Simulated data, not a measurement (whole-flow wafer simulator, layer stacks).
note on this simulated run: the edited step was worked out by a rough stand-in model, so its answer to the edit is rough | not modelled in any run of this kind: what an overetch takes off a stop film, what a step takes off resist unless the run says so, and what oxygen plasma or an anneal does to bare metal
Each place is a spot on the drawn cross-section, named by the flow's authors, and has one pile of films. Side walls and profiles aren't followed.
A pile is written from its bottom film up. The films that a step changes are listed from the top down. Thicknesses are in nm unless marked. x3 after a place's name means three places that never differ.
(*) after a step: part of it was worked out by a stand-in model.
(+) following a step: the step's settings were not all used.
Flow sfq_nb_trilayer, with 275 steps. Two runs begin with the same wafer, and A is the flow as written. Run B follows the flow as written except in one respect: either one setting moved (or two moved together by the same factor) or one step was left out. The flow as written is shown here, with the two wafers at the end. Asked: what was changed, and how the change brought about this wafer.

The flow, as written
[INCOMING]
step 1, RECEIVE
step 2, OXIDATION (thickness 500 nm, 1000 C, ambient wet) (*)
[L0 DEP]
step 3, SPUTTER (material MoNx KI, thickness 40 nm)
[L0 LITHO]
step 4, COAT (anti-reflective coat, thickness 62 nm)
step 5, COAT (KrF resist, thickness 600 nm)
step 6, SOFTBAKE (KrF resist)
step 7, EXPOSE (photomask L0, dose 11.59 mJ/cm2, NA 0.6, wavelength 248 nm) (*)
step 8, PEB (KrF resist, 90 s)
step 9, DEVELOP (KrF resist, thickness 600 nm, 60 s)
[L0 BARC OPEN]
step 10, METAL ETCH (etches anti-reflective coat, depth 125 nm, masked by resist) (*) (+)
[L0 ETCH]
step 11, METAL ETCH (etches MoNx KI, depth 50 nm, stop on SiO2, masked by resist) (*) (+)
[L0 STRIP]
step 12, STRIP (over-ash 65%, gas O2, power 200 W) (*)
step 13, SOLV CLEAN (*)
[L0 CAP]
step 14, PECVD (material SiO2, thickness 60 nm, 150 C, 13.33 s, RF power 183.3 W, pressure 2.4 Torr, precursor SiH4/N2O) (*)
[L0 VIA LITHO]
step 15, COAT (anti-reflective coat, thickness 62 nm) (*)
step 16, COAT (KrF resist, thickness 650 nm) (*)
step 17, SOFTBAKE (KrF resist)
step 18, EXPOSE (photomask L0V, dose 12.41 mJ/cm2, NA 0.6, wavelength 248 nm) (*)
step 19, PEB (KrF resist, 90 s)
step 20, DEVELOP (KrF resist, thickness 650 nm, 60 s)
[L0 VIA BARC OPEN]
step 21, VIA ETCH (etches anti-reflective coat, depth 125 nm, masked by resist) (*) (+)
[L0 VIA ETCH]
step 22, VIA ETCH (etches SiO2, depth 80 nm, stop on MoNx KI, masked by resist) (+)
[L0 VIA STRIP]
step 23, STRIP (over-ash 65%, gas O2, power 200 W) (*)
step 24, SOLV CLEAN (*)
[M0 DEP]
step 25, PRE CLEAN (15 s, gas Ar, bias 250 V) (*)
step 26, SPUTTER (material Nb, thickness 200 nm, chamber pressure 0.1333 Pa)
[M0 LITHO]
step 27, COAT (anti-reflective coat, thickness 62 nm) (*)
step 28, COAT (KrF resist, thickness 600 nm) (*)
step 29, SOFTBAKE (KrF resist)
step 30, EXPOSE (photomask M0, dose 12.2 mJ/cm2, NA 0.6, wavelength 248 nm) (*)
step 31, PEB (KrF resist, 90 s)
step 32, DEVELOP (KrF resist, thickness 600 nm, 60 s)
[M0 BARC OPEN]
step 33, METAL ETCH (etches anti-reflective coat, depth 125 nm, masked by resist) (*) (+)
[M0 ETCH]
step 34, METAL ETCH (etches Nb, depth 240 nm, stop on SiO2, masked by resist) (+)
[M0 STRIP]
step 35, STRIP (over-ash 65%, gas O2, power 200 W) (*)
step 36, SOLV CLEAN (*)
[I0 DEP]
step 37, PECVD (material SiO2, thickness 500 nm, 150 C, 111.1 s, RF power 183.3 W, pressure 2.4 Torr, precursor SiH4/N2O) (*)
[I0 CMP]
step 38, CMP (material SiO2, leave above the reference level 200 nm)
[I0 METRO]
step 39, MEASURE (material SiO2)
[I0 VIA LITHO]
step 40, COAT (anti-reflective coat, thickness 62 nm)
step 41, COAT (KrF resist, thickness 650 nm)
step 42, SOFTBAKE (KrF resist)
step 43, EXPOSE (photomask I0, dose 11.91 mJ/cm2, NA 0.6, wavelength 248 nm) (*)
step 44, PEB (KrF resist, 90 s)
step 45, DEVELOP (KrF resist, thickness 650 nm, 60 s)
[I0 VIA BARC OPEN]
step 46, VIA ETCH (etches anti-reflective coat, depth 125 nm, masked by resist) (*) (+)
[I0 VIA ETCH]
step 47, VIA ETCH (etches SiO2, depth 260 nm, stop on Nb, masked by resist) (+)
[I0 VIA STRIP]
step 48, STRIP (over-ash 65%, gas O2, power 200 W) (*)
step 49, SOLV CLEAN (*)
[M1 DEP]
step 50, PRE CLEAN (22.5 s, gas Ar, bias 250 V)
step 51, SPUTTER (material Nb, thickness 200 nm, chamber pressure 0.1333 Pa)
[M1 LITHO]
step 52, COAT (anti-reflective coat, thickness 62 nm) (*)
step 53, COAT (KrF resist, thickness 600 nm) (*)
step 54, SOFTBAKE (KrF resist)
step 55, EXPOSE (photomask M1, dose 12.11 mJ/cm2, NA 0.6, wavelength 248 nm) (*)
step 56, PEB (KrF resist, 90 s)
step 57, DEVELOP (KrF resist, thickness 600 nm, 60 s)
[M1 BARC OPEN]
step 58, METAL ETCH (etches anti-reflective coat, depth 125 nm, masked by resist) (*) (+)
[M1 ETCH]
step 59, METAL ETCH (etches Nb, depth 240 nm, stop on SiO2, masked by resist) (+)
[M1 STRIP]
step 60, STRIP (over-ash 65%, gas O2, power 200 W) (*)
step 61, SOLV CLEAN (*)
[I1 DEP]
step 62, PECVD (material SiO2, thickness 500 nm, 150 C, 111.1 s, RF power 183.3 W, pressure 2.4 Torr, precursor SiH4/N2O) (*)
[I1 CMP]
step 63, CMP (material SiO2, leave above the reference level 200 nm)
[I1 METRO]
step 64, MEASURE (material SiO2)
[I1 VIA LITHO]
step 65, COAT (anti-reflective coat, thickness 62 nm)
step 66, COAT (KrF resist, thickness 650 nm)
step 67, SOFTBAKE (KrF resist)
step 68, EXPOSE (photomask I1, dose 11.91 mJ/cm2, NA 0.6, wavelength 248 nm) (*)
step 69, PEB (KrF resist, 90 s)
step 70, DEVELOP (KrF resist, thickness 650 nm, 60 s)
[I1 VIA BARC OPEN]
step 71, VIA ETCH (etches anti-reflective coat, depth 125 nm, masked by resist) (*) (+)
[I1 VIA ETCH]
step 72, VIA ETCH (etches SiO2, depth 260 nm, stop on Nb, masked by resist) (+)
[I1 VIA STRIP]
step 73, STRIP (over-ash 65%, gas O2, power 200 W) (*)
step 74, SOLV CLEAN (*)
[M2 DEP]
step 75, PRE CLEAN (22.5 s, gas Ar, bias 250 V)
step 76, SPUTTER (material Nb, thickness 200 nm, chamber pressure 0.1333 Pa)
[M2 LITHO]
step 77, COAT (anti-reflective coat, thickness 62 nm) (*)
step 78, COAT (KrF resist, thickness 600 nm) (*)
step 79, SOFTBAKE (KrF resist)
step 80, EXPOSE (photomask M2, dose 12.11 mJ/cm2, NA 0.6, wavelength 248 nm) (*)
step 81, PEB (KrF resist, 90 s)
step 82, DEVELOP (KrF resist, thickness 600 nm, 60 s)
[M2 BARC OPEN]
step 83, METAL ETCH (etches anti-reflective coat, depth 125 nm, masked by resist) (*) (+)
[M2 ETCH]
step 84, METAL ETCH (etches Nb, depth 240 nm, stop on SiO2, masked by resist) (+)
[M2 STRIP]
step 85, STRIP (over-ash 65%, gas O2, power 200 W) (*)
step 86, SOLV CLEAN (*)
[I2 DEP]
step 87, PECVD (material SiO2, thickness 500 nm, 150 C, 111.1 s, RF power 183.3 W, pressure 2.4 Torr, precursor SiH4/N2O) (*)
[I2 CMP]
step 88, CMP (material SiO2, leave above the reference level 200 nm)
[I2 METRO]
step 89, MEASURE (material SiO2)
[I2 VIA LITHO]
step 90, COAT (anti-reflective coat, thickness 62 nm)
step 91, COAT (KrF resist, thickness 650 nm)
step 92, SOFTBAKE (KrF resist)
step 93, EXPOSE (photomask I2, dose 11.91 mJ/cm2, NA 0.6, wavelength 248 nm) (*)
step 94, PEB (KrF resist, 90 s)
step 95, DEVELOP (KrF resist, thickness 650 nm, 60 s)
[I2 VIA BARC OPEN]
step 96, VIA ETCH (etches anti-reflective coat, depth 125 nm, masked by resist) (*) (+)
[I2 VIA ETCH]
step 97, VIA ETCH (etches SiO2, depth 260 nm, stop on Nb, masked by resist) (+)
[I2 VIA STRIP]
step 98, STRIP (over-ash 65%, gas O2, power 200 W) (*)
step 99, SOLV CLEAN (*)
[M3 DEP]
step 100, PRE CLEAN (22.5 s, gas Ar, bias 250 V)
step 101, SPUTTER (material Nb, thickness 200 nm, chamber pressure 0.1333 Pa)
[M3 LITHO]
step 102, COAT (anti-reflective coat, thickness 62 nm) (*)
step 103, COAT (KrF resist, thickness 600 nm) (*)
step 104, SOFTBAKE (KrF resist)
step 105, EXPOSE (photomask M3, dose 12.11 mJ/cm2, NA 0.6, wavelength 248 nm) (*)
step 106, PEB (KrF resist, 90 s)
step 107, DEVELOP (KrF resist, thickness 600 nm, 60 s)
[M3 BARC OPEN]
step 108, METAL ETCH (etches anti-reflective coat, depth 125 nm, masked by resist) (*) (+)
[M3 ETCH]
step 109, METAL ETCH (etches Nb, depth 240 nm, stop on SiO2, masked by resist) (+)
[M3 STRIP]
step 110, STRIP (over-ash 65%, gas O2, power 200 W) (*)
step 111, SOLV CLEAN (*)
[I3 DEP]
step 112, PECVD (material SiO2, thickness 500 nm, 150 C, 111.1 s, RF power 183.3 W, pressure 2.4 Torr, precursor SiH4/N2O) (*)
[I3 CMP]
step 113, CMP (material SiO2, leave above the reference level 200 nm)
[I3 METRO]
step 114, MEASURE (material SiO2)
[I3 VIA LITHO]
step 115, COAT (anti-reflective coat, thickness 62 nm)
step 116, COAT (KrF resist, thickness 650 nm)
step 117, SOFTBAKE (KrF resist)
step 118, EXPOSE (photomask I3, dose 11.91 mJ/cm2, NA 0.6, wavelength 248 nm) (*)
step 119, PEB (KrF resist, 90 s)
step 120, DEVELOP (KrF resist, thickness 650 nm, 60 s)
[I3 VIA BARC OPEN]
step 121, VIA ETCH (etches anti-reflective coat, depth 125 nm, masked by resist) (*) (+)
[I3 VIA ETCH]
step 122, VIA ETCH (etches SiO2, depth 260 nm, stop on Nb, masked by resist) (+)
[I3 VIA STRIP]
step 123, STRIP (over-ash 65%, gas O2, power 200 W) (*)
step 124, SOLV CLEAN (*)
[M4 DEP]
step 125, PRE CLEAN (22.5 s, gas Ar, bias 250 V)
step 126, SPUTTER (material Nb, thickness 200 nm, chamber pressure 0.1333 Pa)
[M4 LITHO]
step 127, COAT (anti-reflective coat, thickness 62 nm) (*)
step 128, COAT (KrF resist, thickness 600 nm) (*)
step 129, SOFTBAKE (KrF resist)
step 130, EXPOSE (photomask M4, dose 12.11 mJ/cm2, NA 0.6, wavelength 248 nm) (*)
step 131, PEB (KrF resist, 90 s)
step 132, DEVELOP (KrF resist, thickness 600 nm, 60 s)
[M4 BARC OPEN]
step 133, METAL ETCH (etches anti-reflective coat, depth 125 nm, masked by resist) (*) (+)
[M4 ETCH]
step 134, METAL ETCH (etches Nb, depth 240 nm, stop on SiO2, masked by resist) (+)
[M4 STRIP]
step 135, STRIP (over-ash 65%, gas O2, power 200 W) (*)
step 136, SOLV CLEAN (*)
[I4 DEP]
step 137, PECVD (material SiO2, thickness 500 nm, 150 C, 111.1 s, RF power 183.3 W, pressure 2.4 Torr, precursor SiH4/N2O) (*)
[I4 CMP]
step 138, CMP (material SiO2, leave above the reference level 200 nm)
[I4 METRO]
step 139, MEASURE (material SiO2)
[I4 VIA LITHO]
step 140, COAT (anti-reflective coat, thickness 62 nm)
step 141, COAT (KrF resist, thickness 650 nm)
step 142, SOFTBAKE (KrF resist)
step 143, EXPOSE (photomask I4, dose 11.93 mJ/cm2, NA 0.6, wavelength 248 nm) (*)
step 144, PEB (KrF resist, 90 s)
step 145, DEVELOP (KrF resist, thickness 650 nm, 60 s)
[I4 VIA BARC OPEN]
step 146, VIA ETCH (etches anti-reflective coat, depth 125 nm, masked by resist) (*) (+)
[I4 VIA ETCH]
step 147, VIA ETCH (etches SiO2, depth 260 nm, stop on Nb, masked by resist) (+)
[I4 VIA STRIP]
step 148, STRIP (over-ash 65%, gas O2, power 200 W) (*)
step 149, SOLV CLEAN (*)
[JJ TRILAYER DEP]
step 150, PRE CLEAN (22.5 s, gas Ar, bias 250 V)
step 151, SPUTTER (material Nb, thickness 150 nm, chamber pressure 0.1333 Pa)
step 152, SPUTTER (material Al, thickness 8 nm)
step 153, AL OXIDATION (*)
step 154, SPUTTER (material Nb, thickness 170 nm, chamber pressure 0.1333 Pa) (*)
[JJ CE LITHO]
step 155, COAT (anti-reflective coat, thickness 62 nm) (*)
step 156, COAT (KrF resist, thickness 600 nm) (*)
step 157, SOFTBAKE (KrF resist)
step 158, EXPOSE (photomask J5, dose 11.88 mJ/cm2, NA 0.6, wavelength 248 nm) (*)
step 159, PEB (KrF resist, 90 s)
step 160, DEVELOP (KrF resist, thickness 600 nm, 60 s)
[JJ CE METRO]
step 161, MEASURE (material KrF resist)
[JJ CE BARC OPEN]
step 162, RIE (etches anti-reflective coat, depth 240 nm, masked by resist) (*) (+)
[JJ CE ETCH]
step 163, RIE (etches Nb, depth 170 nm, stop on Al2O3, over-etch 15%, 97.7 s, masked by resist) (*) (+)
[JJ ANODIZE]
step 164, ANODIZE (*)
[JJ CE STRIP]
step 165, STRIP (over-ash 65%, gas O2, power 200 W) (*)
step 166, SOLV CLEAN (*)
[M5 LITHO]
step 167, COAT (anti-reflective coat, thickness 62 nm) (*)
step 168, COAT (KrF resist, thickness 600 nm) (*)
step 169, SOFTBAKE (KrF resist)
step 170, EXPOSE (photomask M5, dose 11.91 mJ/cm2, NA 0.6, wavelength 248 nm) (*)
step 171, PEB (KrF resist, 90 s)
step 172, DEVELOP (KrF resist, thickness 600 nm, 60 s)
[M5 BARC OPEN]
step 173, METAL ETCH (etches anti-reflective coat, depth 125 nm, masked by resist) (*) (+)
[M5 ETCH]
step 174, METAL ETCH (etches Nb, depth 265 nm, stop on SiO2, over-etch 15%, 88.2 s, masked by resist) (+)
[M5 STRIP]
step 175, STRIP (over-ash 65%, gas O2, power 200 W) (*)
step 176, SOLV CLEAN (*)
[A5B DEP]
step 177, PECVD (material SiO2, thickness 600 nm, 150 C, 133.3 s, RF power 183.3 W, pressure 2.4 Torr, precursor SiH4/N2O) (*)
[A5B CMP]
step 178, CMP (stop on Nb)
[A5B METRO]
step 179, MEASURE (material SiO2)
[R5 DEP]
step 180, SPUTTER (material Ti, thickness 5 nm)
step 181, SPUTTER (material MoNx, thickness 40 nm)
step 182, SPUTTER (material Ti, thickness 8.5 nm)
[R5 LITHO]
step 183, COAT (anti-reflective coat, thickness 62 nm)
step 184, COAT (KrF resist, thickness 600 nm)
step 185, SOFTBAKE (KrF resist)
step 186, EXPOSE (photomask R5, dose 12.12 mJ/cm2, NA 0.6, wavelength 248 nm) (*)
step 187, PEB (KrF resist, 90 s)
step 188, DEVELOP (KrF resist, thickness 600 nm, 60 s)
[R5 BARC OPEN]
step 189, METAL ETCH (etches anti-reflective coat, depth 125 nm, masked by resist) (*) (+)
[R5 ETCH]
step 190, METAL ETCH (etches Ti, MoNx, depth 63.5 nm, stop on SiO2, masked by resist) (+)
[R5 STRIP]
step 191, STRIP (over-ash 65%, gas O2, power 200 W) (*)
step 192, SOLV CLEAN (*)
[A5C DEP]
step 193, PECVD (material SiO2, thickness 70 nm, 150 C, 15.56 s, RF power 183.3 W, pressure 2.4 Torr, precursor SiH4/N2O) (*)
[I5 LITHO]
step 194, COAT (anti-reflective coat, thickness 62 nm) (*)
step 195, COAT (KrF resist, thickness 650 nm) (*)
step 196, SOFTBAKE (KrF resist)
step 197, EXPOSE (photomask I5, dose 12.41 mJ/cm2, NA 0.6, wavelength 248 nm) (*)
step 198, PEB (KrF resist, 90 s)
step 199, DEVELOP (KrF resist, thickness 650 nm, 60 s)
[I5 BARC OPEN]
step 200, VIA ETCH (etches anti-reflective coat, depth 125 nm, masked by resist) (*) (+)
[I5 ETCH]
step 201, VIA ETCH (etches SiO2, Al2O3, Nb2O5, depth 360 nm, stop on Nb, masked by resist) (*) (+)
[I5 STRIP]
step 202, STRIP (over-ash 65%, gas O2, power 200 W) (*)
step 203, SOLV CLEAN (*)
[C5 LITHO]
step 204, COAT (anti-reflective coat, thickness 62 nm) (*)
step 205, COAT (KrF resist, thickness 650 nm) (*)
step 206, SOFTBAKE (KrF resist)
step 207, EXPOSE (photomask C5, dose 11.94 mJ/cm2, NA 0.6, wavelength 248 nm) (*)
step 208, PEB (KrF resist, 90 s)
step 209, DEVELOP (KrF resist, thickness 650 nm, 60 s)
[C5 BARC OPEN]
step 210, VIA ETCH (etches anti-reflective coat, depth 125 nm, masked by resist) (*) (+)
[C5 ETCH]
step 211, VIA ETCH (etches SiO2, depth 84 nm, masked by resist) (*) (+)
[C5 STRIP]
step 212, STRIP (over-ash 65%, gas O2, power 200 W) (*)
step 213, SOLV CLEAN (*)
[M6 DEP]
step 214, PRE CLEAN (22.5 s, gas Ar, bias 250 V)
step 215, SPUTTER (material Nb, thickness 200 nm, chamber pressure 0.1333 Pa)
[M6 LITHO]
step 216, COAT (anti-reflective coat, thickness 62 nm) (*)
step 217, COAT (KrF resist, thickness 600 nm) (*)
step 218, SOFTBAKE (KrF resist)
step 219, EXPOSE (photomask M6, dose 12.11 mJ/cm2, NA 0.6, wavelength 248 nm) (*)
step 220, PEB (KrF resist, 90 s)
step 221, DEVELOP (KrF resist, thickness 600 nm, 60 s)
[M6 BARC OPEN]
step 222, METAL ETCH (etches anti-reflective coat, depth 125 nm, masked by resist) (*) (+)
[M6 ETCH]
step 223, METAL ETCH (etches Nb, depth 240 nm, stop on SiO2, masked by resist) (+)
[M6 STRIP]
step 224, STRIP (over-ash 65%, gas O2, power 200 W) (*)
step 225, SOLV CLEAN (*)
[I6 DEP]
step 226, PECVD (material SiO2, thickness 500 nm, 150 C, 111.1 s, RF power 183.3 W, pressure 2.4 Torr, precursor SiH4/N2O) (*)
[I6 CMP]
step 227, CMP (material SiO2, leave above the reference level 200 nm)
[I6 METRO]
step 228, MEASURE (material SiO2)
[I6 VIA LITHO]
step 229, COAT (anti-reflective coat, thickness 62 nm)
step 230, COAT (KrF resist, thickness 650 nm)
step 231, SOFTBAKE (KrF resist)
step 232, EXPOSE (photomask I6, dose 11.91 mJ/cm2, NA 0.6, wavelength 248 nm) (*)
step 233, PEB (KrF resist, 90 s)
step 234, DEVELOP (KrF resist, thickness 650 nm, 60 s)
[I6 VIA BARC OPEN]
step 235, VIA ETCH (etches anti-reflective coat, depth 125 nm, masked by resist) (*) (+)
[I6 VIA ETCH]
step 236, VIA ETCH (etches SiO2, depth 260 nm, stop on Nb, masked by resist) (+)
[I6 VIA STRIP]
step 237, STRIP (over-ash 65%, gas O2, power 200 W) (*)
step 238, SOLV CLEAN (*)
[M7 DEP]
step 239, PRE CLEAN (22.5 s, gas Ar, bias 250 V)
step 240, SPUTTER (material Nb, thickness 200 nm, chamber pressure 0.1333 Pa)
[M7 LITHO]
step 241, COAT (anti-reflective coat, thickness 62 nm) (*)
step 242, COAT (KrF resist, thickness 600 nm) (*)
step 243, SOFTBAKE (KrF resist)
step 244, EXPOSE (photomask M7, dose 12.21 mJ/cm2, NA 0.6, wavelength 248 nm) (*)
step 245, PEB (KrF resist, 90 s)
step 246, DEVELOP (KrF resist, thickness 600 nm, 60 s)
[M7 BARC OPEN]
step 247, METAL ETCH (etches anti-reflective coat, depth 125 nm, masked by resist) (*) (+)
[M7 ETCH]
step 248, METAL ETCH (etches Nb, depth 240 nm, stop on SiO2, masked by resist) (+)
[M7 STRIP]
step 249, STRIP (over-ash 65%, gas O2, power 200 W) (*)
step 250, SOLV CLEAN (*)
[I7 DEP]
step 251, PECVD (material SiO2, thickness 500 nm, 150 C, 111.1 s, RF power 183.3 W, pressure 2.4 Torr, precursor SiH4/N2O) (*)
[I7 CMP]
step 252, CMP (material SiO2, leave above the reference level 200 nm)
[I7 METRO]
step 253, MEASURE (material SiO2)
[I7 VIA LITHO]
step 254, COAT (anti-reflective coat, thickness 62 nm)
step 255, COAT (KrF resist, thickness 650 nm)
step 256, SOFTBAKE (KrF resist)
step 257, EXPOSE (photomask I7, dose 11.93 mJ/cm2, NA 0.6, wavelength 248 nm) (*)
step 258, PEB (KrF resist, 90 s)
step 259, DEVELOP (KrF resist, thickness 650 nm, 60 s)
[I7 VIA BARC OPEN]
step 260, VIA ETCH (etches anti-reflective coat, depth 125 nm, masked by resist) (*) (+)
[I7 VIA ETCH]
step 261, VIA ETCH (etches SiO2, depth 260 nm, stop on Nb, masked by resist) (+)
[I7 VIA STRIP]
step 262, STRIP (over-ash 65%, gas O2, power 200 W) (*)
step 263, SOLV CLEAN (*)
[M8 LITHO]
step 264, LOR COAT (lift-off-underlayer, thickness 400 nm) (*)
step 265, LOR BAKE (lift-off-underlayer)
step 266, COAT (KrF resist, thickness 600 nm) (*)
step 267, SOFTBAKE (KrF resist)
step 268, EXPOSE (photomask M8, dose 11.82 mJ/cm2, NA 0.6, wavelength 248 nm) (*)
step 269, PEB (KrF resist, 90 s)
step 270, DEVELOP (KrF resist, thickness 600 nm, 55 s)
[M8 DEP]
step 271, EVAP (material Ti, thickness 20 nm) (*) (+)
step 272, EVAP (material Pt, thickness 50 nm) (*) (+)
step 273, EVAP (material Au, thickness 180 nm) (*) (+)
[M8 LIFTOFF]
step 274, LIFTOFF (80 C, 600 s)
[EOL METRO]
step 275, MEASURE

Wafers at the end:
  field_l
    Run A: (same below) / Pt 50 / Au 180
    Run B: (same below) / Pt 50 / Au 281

Cause: step 273, EVAP: thickness 281 nm was run, though the flow has thickness 180 nm.
The wafer lets one read it off: field_l has Au 281, and step 273 as written asks for 180 nm.

The path from the change to this, step by step:
  step 273, EVAP (material Au, thickness 180 nm) (*) (+)
      field_l, v_sur, via_wl and 103 more: A Au gains 180 (new film) | B Au gains 281 (new film)
  step 274, LIFTOFF (80 C, 600 s)
      p4_fl, p4_fm, p4_w1 and 71 more: A Au loses 180 (all of it), Pt loses 50 (all of it), Ti loses 20 (all of it), KrF resist loses 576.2 (all of it), lift-off-underlayer loses 400 (all of it) | B Au loses 281 (all of it), Pt loses 50 (all of it), Ti loses 20 (all of it), KrF resist loses 576.2 (all of it), lift-off-underlayer loses 400 (all of it)
      c5j, ce_r: A Au loses 180 (all of it), Pt loses 50 (all of it), Ti loses 20 (all of it), KrF resist loses 573.3 (all of it), lift-off-underlayer loses 399.3 (all of it) | B Au loses 281 (all of it), Pt loses 50 (all of it), Ti loses 20 (all of it), KrF resist loses 573.3 (all of it), lift-off-underlayer loses 399.3 (all of it)
      (as well as at 19 more places)
